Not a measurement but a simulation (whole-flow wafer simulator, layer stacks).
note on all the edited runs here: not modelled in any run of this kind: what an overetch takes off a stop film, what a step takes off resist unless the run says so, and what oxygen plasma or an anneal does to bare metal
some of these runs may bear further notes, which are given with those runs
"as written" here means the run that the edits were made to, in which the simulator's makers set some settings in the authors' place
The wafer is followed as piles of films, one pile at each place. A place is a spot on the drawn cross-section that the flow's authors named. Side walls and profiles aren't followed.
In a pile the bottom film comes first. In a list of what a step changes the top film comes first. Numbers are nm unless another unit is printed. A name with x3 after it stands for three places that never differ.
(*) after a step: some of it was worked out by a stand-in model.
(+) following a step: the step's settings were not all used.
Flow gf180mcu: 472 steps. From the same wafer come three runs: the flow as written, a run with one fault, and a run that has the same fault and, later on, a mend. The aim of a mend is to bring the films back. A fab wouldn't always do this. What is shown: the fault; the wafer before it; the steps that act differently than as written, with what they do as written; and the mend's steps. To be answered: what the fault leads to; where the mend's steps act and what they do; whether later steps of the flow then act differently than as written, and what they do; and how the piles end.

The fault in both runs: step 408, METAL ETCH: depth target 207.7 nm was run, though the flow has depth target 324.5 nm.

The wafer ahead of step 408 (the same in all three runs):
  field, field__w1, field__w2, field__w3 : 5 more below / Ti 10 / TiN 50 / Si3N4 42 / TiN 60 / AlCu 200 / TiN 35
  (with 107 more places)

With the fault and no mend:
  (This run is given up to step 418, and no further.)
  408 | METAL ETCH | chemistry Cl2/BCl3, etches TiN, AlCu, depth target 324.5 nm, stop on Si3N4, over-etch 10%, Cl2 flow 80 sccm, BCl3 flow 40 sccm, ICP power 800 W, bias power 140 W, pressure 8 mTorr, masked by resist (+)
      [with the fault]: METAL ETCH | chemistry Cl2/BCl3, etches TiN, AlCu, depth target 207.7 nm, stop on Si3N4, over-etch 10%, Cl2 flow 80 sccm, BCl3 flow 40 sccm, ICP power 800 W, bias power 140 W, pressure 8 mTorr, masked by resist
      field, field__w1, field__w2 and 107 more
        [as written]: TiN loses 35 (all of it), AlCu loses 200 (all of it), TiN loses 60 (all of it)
        [with the fault]: TiN loses 35 (all of it), AlCu loses 172.7
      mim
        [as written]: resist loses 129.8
        [with the fault]: resist loses 83.1
  Steps later in the flow that act otherwise than as written (not shown: 1 more step that differs only slightly, by at most 2% or 0.5 nm, whichever is larger):
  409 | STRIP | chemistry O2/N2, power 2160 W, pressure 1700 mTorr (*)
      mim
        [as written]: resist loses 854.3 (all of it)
        [with the fault]: resist loses 901 (all of it)
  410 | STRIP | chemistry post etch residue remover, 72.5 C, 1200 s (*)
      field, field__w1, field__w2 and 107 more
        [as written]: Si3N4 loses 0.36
        [with the fault]: AlCu loses 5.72
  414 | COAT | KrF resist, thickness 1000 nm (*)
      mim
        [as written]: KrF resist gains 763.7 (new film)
        [with the fault]: KrF resist gains 827 (new film)
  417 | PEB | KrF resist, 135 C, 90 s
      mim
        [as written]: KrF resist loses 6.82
        [with the fault]: KrF resist loses 7.82
  After step 418, at field, field__w1, field__w2 and 109 more, the piles differ from the flow's by more than 2% or 0.5 nm, whichever is larger.
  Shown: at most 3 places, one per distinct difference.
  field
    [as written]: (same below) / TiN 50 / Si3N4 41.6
    [with the fault]: (same below) / TiN 50 / Si3N4 42 / TiN 60 / AlCu 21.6
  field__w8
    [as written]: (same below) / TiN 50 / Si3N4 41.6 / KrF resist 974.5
    [with the fault]: (same below) / TiN 50 / Si3N4 42 / TiN 60 / AlCu 21.6 / KrF resist 974.5
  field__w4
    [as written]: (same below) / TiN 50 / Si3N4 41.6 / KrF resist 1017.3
    [with the fault]: (same below) / TiN 50 / Si3N4 42 / TiN 60 / AlCu 21.6 / KrF resist 1003.9

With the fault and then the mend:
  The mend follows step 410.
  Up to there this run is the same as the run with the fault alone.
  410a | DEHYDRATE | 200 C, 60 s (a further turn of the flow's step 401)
      does not change any film at any place that is followed
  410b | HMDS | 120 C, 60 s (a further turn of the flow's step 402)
      does not change any film at any place that is followed
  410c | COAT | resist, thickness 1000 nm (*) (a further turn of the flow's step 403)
      field__w8, m1__w1, iso_ptap_pw and 39 more
        resist gains 1000 (new film)
      field_sub__w1, field_sub__w5, sd_p, gate_p, active_nat, nw_enc_fld_lv, nw_enc_fld_lv__w3
        resist gains 1000.8 (new film)
      p_well, sti, spacer, sd_n, mim_1p0, pad, dice_street
        resist gains 1000.4 (new film)
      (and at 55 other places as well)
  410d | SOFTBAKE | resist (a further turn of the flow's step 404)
      field__w9, nplus_u
        resist loses 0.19
      gate_p_hv, gate_p_hv5
        resist loses 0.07
      field__w2
        resist gains 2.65
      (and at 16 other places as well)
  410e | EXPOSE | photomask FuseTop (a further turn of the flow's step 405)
      does not change any film at any place that is followed
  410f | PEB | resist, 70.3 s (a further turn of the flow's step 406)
      field, field__w1, field__w5 and 96 more
        resist loses 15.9
      field__w2, field__w3, field__w12, pplus_u, ppoly_sal, nw_enc_fld_lv__w4
        resist loses 16
      field__w7, ppoly_u, npoly_sal
        resist loses 16.1
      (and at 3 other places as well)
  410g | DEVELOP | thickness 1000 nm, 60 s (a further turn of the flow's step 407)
      field__w8, m1__w1, iso_ptap_pw and 39 more
        resist loses 984.1 (all of it)
      field_sub__w1, field_sub__w5, n_well, sd_p, gate_p, active_nat, nw_enc_fld_lv, nw_enc_fld_lv__w3
        resist loses 984.9 (all of it)
      p_well, sti, spacer, sd_n, mim_1p0, pad, dice_street
        resist loses 984.6 (all of it)
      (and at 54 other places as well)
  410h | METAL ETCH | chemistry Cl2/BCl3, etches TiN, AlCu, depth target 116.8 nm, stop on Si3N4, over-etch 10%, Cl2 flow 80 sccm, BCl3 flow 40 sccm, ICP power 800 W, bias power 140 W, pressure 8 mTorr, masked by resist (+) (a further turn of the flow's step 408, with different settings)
      field, field__w1, field__w2 and 107 more
        AlCu loses 21.6 (all of it), TiN loses 60 (all of it)
      mim
        resist loses 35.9
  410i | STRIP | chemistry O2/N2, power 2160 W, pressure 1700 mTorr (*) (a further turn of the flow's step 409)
      mim
        resist loses 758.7 (all of it)
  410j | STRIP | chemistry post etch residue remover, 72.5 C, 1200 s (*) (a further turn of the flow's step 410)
      field, field__w1, field__w2 and 107 more
        Si3N4 loses 0.36
      mim
        TiN loses 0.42
  None of the later steps of the flow differs from how it acts as written, at any place that is followed, by more than 2% or 0.5 nm, whichever is larger.
  The piles end only slightly different from the flow's at the places that both follow, by no more than 2% or 0.5 nm, whichever is larger.
